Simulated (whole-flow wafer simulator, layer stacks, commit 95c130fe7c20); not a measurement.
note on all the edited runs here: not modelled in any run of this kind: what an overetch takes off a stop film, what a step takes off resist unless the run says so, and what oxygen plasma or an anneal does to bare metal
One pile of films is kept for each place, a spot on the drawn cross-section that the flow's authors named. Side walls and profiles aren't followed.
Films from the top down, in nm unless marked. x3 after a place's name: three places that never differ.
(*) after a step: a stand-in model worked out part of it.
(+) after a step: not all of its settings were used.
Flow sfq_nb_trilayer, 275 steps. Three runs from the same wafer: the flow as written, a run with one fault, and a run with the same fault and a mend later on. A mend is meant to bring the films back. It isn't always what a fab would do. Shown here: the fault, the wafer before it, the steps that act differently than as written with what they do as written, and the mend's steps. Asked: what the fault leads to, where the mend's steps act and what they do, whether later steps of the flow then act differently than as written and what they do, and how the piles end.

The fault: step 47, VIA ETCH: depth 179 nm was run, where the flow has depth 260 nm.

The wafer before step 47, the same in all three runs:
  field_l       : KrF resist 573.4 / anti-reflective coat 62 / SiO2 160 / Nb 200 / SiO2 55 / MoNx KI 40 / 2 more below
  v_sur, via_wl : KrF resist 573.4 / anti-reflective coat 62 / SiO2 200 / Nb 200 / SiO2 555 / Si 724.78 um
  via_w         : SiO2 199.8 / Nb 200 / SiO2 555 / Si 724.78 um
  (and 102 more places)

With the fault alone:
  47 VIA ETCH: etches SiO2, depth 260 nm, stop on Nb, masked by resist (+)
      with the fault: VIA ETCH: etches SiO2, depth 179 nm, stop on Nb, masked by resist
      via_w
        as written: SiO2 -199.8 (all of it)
        with the fault: SiO2 -179
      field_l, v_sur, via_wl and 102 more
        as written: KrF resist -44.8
        with the fault: KrF resist -30.9
  Later steps of the flow that act differently than as written (3 more steps differ only slightly, by at most 2% or 0.5 nm, whichever is larger, and aren't shown):
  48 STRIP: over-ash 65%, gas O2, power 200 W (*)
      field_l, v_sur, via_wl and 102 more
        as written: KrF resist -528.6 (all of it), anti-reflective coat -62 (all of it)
        with the fault: KrF resist -542.6 (all of it), anti-reflective coat -62 (all of it)
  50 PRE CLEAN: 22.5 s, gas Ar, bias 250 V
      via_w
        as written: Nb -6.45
        with the fault: SiO2 -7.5
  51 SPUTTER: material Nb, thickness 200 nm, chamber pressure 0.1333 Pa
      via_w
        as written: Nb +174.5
        with the fault: Nb +178.6 (new film)
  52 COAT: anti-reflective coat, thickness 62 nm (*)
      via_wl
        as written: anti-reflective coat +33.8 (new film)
        with the fault: anti-reflective coat +34.6 (new film)
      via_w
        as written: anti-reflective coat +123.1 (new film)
        with the fault: anti-reflective coat +118.8 (new film)
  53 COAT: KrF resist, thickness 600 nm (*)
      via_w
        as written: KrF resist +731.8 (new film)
        with the fault: KrF resist +715.5 (new film)
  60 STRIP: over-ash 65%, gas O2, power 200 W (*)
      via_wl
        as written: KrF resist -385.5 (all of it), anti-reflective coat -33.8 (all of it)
        with the fault: KrF resist -387.2 (all of it), anti-reflective coat -34.6 (all of it)
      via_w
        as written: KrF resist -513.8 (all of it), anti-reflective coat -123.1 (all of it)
        with the fault: KrF resist -497.6 (all of it), anti-reflective coat -118.8 (all of it)
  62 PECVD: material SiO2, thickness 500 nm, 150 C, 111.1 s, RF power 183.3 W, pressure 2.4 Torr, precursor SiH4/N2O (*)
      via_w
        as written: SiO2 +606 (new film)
        with the fault: SiO2 +582.2 (new film)
  At the end the piles differ from the flow's by more than 2% or 0.5 nm, whichever is larger, at via_w.
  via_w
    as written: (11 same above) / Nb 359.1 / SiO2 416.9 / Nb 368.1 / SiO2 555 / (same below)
    with the fault: (11 same above) / Nb 359.1 / SiO2 393.1 / Nb 178.6 / SiO2 13.3 / Nb 200 / SiO2 555 / (same below)

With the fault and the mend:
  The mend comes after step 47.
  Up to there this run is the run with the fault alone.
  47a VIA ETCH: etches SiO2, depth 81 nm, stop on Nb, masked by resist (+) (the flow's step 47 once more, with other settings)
      field_l, v_sur, via_wl and 102 more
        KrF resist -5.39
      via_w
        SiO2 -20.8 (all of it)
  No later step of the flow acts differently than as written, at any place that is followed, by more than 2% or 0.5 nm, whichever is larger.
  At the end the piles are the same as the flow's at every place that both follow.
